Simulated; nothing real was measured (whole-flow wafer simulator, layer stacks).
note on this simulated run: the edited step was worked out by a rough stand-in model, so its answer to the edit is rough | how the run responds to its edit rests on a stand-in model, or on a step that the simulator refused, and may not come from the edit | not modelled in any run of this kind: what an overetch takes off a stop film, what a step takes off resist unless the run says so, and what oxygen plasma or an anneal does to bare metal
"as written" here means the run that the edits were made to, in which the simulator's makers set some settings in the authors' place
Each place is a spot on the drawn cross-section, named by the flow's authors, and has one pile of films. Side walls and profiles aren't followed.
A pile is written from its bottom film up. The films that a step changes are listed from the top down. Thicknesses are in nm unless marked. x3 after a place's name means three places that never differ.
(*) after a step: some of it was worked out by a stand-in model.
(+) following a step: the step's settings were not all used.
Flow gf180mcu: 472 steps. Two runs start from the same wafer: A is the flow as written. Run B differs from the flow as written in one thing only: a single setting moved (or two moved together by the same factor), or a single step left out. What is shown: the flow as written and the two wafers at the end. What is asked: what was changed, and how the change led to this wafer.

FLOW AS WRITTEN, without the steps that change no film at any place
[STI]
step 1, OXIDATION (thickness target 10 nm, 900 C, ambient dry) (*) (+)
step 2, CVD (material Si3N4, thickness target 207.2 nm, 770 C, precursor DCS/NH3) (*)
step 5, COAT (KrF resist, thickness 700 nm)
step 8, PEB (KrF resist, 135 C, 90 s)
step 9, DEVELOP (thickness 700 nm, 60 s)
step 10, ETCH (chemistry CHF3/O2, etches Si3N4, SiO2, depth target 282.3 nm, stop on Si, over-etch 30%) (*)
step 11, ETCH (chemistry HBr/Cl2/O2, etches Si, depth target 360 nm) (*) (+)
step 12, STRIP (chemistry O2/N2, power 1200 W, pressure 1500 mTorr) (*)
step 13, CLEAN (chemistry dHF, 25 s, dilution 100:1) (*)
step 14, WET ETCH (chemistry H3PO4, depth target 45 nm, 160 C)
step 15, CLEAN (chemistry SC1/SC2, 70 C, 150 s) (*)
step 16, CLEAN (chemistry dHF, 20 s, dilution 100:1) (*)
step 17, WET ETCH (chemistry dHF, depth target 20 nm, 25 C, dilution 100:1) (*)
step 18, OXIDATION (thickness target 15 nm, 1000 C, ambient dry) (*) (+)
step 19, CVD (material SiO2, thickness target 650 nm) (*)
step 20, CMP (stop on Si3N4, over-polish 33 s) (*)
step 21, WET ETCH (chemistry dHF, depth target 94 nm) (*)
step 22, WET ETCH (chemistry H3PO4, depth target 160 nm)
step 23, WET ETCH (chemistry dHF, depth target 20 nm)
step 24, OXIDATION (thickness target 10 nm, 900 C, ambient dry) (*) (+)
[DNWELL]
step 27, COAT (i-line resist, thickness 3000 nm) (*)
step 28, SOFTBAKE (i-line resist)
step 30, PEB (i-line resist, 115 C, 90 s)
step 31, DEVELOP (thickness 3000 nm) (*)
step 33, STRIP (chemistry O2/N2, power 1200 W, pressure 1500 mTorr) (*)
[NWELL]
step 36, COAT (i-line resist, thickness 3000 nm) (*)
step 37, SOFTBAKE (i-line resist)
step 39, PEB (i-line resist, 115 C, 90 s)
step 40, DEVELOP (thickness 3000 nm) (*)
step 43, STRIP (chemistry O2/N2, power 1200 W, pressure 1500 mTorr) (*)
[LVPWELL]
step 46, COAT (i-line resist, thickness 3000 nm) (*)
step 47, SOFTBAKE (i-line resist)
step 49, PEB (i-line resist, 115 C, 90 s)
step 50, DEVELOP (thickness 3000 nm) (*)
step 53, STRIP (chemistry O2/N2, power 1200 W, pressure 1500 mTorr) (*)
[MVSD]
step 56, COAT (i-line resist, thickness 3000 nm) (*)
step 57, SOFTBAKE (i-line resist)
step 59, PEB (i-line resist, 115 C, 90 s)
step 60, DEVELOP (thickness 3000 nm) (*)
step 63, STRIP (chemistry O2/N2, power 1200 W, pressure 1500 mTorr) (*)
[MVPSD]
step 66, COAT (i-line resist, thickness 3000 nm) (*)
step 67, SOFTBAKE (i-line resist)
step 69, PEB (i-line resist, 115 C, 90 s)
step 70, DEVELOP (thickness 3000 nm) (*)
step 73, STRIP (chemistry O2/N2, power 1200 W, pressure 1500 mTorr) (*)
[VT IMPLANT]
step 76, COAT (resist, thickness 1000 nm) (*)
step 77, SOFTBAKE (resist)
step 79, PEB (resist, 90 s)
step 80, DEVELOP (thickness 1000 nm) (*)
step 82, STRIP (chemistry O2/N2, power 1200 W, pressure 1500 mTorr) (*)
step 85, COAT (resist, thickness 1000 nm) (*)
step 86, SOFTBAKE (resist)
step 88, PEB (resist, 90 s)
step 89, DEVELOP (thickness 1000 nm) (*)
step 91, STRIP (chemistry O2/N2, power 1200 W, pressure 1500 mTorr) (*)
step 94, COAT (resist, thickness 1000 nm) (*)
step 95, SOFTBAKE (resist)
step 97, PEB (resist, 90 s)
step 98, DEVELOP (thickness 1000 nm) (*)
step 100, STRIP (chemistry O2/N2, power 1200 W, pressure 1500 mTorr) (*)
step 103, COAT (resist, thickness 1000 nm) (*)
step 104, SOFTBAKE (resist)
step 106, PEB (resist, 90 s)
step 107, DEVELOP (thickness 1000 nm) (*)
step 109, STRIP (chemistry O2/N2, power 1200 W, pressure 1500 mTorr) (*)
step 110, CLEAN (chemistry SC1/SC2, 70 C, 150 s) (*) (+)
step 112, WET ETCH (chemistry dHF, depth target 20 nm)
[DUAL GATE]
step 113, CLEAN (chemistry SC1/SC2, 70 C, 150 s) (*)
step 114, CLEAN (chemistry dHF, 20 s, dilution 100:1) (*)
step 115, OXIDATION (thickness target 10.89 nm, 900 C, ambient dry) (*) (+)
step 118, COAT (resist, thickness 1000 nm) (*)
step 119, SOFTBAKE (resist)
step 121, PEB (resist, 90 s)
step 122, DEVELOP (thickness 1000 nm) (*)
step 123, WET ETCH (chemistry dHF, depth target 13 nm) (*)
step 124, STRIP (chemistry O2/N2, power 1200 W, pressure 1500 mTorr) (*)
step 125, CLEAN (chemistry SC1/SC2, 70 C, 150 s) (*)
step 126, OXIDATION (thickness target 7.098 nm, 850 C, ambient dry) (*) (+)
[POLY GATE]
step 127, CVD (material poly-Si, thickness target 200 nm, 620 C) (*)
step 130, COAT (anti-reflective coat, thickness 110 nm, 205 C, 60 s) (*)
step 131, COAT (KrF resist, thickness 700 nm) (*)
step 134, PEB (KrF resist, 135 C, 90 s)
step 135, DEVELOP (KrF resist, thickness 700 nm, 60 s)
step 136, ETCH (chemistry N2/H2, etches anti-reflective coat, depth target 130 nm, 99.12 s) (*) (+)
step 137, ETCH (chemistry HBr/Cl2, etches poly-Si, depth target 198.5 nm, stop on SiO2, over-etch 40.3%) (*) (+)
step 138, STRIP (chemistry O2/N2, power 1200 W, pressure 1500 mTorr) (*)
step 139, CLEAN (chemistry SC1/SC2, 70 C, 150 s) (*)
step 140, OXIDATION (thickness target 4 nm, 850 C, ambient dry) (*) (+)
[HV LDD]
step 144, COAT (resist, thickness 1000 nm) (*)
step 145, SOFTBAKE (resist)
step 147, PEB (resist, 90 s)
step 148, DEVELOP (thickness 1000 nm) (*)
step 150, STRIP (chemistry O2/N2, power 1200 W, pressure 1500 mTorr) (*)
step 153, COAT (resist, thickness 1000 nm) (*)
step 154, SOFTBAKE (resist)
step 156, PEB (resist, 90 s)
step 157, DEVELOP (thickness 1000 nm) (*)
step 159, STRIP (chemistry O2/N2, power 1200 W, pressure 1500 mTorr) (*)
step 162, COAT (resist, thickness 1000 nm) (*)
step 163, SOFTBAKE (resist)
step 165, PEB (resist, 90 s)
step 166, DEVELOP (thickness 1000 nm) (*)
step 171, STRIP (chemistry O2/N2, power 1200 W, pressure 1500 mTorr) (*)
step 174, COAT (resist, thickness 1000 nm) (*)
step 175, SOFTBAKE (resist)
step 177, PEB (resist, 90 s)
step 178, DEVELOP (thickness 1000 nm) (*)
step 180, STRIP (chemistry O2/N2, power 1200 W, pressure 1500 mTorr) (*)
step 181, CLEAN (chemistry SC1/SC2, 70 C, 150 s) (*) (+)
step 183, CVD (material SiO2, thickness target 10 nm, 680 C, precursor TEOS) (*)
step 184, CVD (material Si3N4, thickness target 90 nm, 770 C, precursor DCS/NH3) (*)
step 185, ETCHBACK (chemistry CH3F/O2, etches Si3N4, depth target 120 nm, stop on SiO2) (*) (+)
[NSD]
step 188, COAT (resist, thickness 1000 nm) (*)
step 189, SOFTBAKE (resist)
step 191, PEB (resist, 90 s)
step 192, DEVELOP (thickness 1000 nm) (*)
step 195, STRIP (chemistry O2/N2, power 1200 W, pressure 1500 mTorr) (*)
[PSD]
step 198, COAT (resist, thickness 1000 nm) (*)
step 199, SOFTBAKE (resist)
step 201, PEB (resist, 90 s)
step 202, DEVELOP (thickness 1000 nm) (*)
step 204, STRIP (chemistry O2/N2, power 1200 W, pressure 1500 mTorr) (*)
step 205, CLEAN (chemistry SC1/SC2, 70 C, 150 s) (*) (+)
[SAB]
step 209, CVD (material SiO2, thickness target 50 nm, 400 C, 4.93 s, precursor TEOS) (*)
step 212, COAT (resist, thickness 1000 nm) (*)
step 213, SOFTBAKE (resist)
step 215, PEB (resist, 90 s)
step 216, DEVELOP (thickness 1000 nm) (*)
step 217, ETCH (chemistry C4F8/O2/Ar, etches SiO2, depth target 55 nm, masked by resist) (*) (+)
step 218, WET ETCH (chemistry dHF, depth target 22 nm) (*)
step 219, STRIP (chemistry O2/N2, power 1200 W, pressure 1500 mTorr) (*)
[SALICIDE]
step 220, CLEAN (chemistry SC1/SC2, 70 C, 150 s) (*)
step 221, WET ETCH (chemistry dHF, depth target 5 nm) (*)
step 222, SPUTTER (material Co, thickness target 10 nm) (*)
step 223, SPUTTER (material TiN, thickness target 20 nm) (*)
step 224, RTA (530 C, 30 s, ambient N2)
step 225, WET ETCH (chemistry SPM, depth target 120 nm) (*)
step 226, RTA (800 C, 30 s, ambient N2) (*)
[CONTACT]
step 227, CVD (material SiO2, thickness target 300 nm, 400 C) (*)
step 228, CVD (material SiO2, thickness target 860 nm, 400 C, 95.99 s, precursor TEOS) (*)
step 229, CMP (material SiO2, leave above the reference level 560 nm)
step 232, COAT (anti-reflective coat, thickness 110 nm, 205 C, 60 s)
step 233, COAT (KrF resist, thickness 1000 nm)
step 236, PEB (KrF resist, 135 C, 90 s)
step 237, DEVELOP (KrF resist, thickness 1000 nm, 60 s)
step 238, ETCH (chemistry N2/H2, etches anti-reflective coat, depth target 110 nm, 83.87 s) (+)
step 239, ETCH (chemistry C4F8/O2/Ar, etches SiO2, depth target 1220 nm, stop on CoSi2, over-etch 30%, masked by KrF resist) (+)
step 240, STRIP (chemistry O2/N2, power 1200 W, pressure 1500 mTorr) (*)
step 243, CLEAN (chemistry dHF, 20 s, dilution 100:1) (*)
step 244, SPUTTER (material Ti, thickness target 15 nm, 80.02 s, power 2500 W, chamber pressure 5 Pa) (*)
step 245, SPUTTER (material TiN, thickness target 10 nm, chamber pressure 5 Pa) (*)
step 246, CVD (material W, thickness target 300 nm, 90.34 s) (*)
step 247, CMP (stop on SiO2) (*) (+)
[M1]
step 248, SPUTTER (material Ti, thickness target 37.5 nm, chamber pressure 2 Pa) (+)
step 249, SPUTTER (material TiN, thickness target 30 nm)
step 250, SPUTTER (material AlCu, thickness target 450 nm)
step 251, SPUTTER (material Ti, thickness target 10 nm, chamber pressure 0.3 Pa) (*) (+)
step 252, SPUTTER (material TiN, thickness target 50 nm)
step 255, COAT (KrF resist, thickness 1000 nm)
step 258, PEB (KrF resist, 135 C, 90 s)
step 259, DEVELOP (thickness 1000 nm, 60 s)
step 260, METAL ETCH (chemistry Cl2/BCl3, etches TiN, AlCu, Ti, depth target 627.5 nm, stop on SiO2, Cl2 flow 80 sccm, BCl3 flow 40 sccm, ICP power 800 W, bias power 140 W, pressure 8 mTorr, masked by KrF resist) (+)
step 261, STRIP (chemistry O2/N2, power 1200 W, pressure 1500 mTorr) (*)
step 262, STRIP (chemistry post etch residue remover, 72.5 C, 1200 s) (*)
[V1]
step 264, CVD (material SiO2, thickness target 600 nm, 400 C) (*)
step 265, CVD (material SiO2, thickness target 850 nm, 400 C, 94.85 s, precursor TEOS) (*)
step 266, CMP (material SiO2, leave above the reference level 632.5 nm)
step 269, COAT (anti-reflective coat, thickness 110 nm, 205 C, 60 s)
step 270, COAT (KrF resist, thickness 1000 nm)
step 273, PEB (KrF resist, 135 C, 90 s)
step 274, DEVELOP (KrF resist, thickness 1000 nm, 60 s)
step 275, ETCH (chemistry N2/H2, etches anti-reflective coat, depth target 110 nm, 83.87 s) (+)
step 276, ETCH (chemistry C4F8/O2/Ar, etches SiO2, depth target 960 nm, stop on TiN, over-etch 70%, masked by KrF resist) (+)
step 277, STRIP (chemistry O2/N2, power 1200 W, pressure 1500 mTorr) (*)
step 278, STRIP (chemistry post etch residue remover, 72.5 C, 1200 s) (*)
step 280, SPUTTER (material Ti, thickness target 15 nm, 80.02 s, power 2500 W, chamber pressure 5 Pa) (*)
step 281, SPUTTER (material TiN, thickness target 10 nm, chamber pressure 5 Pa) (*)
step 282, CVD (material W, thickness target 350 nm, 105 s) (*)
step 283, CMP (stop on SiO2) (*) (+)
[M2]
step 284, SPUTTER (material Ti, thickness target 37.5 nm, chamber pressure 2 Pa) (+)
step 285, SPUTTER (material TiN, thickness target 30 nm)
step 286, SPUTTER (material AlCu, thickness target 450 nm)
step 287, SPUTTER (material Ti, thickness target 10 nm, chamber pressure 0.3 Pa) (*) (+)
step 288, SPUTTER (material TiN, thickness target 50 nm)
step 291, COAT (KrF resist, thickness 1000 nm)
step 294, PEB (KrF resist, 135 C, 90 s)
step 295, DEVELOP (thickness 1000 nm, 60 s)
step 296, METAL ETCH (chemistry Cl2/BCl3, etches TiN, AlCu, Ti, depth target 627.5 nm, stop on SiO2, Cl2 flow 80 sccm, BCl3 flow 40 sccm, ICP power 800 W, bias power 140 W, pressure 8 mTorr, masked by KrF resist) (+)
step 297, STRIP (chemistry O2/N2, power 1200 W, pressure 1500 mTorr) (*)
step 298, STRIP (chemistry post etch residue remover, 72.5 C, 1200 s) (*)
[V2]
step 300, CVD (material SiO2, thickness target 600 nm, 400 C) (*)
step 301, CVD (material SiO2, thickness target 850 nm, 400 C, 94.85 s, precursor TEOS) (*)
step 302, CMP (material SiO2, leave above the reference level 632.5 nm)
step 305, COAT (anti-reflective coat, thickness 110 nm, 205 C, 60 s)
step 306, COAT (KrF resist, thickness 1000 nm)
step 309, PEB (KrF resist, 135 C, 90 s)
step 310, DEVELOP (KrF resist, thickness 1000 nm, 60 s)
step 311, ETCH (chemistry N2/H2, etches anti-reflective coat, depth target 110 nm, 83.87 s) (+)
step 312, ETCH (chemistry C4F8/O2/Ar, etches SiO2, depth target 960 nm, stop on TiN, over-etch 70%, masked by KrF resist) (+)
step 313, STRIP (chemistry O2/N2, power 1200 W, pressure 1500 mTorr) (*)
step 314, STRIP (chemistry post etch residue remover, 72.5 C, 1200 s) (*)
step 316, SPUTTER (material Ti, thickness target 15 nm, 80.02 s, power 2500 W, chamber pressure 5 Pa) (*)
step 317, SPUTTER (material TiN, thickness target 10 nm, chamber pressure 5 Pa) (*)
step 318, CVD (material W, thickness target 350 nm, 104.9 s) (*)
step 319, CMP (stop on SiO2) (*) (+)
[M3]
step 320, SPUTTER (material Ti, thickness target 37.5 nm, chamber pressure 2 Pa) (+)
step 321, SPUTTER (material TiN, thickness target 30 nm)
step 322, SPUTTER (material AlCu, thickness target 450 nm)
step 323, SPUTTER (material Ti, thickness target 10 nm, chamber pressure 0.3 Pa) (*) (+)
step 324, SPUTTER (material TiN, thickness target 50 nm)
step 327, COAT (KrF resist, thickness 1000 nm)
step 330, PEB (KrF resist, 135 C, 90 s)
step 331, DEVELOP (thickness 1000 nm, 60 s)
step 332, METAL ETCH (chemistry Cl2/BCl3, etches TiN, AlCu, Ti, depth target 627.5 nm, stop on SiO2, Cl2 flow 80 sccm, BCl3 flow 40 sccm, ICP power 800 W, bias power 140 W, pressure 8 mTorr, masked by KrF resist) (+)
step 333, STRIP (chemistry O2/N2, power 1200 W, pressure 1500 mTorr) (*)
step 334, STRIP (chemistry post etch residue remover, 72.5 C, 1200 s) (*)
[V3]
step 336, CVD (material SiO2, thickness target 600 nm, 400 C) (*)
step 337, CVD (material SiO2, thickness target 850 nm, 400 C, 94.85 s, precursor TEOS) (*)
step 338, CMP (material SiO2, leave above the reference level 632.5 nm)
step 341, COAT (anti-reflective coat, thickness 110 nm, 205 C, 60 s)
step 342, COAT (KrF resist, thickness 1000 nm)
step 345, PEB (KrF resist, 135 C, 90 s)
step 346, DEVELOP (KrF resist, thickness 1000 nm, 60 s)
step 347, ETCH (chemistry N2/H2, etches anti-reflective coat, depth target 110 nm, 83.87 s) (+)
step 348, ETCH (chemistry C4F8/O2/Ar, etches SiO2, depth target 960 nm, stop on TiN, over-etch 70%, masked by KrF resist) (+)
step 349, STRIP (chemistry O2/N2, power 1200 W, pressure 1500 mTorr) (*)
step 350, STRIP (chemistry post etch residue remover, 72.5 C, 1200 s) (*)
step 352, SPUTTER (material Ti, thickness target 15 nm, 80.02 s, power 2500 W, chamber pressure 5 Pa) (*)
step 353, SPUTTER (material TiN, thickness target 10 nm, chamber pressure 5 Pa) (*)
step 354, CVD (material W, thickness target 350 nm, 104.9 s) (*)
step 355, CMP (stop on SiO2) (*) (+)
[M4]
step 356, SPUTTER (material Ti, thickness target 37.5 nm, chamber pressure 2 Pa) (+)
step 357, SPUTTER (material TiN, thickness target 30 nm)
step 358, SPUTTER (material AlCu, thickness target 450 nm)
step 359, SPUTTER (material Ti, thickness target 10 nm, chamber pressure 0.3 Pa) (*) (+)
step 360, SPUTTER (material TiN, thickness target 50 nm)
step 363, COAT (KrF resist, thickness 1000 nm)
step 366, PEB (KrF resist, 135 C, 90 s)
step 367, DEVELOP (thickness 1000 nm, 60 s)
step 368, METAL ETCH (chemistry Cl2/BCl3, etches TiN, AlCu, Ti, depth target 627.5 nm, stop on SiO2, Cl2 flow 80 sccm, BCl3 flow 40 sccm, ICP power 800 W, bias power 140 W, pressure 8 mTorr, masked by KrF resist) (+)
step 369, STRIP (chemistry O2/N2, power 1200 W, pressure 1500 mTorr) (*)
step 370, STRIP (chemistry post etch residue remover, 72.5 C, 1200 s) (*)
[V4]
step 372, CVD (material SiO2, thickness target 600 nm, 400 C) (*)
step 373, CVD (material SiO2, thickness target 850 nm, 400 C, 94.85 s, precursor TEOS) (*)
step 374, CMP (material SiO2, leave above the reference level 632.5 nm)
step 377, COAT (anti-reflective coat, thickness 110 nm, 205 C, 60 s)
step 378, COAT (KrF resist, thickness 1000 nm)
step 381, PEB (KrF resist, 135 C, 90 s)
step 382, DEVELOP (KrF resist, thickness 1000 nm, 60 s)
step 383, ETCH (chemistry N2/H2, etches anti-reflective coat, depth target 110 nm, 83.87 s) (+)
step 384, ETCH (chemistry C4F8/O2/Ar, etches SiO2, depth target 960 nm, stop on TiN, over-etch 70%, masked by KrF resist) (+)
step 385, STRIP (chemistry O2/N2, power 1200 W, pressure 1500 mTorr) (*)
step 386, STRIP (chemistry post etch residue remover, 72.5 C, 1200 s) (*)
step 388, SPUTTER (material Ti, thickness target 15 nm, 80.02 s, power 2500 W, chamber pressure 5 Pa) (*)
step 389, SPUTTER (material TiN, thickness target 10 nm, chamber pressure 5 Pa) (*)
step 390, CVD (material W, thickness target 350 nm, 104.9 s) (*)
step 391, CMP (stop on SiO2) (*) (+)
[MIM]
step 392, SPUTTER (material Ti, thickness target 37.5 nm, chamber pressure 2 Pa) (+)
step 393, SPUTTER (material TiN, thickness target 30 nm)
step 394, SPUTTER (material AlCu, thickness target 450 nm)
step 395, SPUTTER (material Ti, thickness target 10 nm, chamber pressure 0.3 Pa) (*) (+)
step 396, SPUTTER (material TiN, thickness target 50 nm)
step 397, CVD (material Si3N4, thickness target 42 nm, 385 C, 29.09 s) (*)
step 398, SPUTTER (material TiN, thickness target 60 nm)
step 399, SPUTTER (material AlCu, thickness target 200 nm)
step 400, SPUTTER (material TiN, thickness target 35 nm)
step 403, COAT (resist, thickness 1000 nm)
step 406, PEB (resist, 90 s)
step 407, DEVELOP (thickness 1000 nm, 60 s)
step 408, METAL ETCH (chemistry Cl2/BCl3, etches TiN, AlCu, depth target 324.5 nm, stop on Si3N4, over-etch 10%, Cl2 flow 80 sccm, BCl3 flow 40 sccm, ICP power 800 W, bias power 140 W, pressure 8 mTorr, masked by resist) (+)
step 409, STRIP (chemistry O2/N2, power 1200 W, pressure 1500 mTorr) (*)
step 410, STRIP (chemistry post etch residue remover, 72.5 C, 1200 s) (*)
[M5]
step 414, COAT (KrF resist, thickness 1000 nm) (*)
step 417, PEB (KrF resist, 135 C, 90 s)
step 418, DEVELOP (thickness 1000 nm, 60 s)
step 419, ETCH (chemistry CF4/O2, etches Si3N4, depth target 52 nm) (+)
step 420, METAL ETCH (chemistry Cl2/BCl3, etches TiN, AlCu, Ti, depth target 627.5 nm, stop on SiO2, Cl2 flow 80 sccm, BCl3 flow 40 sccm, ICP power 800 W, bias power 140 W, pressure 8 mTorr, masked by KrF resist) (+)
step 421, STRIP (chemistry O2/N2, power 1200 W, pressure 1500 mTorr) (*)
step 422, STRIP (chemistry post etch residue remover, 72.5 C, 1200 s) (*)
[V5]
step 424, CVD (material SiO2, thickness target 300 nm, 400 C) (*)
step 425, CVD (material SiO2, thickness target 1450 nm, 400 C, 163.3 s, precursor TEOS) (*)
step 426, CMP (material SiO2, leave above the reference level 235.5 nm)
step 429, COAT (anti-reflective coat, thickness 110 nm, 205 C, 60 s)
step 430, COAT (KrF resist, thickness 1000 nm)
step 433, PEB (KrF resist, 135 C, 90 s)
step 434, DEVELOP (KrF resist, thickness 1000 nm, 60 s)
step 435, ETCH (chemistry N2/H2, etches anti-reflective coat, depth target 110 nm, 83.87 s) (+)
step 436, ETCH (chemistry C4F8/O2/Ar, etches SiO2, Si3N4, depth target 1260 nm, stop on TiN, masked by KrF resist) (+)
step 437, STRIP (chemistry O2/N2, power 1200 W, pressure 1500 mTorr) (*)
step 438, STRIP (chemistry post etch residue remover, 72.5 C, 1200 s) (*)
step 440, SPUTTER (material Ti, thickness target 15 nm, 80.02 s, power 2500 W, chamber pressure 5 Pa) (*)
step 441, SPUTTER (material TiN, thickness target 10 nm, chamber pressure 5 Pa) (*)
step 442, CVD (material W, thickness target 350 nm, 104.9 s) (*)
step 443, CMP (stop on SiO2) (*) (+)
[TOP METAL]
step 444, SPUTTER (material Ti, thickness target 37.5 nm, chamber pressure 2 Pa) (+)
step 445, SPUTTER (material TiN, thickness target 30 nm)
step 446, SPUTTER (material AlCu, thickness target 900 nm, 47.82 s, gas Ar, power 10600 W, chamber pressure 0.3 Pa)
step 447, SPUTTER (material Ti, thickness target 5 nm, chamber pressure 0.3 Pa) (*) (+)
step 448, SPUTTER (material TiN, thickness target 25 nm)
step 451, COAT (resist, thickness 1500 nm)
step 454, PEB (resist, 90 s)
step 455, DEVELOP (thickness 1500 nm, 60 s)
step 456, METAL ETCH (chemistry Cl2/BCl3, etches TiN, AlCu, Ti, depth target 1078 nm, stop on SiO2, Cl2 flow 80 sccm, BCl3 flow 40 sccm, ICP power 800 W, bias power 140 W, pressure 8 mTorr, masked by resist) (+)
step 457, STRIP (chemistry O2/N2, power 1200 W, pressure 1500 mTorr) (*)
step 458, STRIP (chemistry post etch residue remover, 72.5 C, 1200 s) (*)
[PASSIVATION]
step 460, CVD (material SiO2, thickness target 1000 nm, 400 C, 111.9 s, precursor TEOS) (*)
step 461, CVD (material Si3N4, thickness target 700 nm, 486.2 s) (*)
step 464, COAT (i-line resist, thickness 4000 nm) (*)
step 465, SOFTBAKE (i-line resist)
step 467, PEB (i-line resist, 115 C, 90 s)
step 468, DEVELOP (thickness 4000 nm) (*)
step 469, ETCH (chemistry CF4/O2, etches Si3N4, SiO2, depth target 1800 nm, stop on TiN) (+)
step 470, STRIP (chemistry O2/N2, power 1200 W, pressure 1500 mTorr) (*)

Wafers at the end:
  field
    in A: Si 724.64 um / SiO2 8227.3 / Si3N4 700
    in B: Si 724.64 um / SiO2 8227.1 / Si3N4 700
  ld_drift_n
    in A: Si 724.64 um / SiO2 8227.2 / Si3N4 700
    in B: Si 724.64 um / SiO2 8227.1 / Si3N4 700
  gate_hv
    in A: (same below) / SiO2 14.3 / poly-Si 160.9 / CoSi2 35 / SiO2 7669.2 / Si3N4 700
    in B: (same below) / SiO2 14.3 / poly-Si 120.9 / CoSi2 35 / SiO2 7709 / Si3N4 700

The reason: step 127, CVD: thickness target 160 nm was run, though the flow has thickness target 200 nm.

The path from the change to this, step by step:
  step 127, CVD (material poly-Si, thickness target 200 nm, 620 C) (*)
      field, field__w1, field__w2 and 89 more: A +200 poly-Si (new film) | B +160 poly-Si (new film)
  step 137, ETCH (chemistry HBr/Cl2, etches poly-Si, depth target 198.5 nm, stop on SiO2, over-etch 40.3%) (*) (+)
      gate, gate_hv, gate_p and 25 more: A -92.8 KrF resist | B -74.3 KrF resist
      field, field__w3, field__w12 and 10 more: A -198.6 poly-Si (all of it), -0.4 SiO2 | B -158.6 poly-Si (all of it), -3.47 SiO2
      (as well as at 51 more places)
  step 138, STRIP (chemistry O2/N2, power 1200 W, pressure 1500 mTorr) (*)
      gate: A +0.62 chemical SiO2 (new film), -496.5 KrF resist (all of it), -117 anti-reflective coat (all of it), -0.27 poly-Si | B +0.62 chemical SiO2 (new film), -515 KrF resist (all of it), -117 anti-reflective coat (all of it), -0.27 poly-Si
      gate_hv: A +0.62 chemical SiO2 (new film), -495.3 KrF resist (all of it), -109.8 anti-reflective coat (all of it), -0.27 poly-Si | B +0.62 chemical SiO2 (new film), -513.8 KrF resist (all of it), -109.8 anti-reflective coat (all of it), -0.27 poly-Si
      (as well as at 26 more places)
  step 144, COAT (resist, thickness 1000 nm) (*)
      gate: A +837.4 resist (new film) | B +868.5 resist (new film)
      gate_hv: A +845.5 resist (new film) | B +873.5 resist (new film)
      (as well as at 26 more places)
  step 145, SOFTBAKE (resist)
      field_sub: A +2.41 resist | B +1.91 resist
      field_sub__w5: A +2.14 resist | B +1.64 resist
      (as well as at 7 more places)
  step 147, PEB (resist, 90 s)
      npoly_u, ldn_fp, ldp_fp: A -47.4 resist | B -49.1 resist
      gate_p_hv, gate_hv5: A -47.8 resist | B -49.5 resist
      (as well as at 23 more places)
  step 148, DEVELOP (thickness 1000 nm) (*)
      gate: A -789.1 resist (all of it) | B -818.5 resist (all of it)
      npoly_u: A -790.2 resist (all of it) | B -818.1 resist (all of it)
      (as well as at 3 more places)
  step 150, STRIP (chemistry O2/N2, power 1200 W, pressure 1500 mTorr) (*)
      gate_hv: A -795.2 resist (all of it) | B -822.1 resist (all of it)
      gate_p: A -795.2 resist (all of it) | B -823.7 resist (all of it)
      (as well as at 21 more places)
  step 153, COAT (resist, thickness 1000 nm) (*)
      gate: A +837.4 resist (new film) | B +868.5 resist (new film)
      gate_hv: A +845.5 resist (new film) | B +873.5 resist (new film)
      (as well as at 26 more places)
  step 154, SOFTBAKE (resist)
      field_sub: A +2.41 resist | B +1.91 resist
      field_sub__w5: A +2.14 resist | B +1.64 resist
      (as well as at 7 more places)
  step 156, PEB (resist, 90 s)
      npoly_u, ldn_fp, ldp_fp: A -47.4 resist | B -49.1 resist
      gate_p_hv, gate_hv5: A -47.8 resist | B -49.5 resist
      (as well as at 23 more places)
  step 157, DEVELOP (thickness 1000 nm) (*)
      gate_p: A -795.2 resist (all of it) | B -823.7 resist (all of it)
      ppoly_u: A -793.1 resist (all of it) | B -820.6 resist (all of it)
      (as well as at 3 more places)
  step 159, STRIP (chemistry O2/N2, power 1200 W, pressure 1500 mTorr) (*)
      gate: A -789.1 resist (all of it) | B -818.5 resist (all of it)
      gate_hv: A -795.2 resist (all of it) | B -822.1 resist (all of it)
      (as well as at 21 more places)
  step 162, COAT (resist, thickness 1000 nm) (*)
      gate: A +837.4 resist (new film) | B +868.5 resist (new film)
      gate_hv: A +845.5 resist (new film) | B +873.5 resist (new film)
      (as well as at 26 more places)
  step 163, SOFTBAKE (resist)
      field_sub: A +2.41 resist | B +1.91 resist
      field_sub__w5: A +2.14 resist | B +1.64 resist
      (as well as at 7 more places)
  step 165, PEB (resist, 90 s)
      npoly_u, ldn_fp, ldp_fp: A -47.4 resist | B -49.1 resist
      gate_p_hv, gate_hv5: A -47.8 resist | B -49.5 resist
      (as well as at 23 more places)
  ... another 32 steps ...
  step 246, CVD (material W, thickness target 300 nm, 90.34 s) (*)
      polyc_n, polyc_p: A +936 W (new film) | B +975.8 W (new film)
